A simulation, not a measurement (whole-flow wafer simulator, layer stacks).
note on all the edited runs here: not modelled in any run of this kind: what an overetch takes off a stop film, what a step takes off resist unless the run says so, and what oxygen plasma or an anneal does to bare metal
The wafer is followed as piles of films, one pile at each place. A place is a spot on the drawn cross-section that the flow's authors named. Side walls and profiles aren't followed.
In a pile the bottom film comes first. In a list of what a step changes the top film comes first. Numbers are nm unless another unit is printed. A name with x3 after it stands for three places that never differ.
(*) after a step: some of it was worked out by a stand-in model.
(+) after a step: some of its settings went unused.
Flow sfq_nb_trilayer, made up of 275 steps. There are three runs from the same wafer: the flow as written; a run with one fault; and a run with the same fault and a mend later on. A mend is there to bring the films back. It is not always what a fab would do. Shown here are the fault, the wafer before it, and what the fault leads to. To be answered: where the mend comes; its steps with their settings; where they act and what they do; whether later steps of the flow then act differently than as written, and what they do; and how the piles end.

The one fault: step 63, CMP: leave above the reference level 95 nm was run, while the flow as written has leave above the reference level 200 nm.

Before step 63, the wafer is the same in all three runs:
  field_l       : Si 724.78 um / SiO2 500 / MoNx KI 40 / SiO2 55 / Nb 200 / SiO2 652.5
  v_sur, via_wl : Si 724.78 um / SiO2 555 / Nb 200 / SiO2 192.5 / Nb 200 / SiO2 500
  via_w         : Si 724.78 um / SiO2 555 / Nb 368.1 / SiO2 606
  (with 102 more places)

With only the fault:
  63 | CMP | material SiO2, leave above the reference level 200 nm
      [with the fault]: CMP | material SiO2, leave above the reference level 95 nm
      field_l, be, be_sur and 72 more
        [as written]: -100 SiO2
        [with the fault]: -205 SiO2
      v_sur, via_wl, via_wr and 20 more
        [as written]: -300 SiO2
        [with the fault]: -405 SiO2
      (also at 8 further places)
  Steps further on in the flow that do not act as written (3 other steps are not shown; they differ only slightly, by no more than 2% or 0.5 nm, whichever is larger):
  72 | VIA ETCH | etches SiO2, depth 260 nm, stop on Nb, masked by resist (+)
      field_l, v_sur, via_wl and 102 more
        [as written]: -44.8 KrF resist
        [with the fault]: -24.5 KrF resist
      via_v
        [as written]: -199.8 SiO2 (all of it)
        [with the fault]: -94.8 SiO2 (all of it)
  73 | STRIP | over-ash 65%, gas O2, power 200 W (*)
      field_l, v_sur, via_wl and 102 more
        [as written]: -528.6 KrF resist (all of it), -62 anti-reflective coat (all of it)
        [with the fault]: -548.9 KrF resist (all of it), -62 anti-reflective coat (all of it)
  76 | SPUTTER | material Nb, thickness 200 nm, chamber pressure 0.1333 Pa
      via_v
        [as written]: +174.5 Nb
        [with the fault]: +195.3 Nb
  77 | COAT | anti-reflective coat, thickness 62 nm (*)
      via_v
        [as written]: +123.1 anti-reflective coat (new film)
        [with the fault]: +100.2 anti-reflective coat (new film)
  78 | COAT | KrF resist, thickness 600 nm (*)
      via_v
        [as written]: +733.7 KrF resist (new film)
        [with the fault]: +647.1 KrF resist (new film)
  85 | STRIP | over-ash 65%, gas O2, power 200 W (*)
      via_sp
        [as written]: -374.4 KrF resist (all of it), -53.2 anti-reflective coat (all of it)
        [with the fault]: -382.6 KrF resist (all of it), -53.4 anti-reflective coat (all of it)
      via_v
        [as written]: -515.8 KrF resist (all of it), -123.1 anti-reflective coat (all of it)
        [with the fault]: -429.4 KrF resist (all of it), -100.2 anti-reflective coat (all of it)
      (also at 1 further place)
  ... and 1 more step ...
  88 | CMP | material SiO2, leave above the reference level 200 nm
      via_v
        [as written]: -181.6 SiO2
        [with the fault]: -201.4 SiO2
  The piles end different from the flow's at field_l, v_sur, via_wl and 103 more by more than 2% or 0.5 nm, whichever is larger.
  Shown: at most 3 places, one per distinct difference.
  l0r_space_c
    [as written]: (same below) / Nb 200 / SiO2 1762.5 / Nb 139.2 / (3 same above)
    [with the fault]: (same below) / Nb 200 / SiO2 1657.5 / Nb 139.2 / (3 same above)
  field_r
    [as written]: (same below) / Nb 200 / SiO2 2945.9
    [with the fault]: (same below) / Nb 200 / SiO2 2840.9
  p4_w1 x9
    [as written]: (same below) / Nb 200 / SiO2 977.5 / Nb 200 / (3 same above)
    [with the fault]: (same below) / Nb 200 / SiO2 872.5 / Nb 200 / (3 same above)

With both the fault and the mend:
  The mend stands after step 64.
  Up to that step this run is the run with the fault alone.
  64a | PECVD | material SiO2, thickness 105 nm, 150 C, 23.33 s, RF power 183.3 W, pressure 2.4 Torr, precursor SiH4/N2O (a further turn of the flow's step 62, with different settings)
      field_l, v_sur, via_wl and 103 more
        +105 SiO2
  Later steps of the flow that are run all act as written at every place that is followed, up to a difference of at most 2% or 0.5 nm, whichever is larger.
  At the end the piles are close to the flow's at the places that both follow, differing by at most 2% or 0.5 nm, whichever is larger.
